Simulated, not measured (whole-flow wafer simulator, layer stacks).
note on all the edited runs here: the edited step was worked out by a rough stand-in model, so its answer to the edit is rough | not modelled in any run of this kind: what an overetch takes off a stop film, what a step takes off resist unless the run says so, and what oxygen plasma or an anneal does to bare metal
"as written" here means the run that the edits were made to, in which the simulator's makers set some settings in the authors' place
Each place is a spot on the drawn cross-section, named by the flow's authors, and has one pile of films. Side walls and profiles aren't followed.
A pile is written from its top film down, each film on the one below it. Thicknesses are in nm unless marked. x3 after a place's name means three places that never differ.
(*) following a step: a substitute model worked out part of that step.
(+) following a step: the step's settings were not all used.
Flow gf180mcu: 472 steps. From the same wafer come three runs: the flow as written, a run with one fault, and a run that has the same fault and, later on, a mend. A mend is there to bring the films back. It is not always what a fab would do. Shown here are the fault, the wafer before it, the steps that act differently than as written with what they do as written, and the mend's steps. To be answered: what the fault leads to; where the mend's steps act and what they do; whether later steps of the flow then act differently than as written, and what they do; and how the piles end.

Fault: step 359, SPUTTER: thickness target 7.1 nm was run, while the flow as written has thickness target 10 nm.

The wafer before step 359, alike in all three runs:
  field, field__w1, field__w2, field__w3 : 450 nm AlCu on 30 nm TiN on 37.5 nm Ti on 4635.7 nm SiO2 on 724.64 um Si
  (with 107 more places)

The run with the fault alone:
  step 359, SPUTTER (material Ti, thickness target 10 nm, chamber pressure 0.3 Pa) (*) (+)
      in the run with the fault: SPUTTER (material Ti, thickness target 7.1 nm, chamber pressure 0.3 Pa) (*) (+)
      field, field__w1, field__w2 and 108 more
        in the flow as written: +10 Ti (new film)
        in the run with the fault: +7.1 Ti (new film)
  Later steps of the flow acting differently than as written (5 more steps, not shown, differ only slightly: by at most 2% or 0.5 nm, whichever is larger):
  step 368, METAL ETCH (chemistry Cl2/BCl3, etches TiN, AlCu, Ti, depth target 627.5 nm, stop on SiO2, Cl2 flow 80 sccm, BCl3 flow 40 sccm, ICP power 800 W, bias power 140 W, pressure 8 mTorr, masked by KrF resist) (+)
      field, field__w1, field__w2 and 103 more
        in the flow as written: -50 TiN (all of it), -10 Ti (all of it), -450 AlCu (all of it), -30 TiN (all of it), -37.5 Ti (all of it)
        in the run with the fault: -50 TiN (all of it), -7.1 Ti (all of it), -450 AlCu (all of it), -30 TiN (all of it), -37.5 Ti (all of it)
  The piles end different from the flow's at field__w8, contact, m1, m1__w1, m1_nw by more than 2% or 0.5 nm, whichever is larger.
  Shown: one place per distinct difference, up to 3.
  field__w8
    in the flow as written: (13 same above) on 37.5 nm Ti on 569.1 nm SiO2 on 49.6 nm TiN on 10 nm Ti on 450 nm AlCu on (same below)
    in the run with the fault: (13 same above) on 37.5 nm Ti on 572 nm SiO2 on 49.6 nm TiN on 7.1 nm Ti on 450 nm AlCu on (same below)
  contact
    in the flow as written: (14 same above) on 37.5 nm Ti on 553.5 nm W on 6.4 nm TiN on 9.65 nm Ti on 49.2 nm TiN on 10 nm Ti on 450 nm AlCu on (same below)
    in the run with the fault: (14 same above) on 37.5 nm Ti on 556.4 nm W on 6.39 nm TiN on 9.64 nm Ti on 49.2 nm TiN on 7.1 nm Ti on 450 nm AlCu on (same below)

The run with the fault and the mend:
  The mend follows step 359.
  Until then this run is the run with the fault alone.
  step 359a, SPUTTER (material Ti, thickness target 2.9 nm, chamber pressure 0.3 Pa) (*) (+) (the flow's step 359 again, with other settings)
      field, field__w1, field__w2 and 108 more
        +2.9 Ti
  Later steps of the flow that are run all act as written at every place that is followed.
  At every place that both follow, the piles at the end match the flow's.
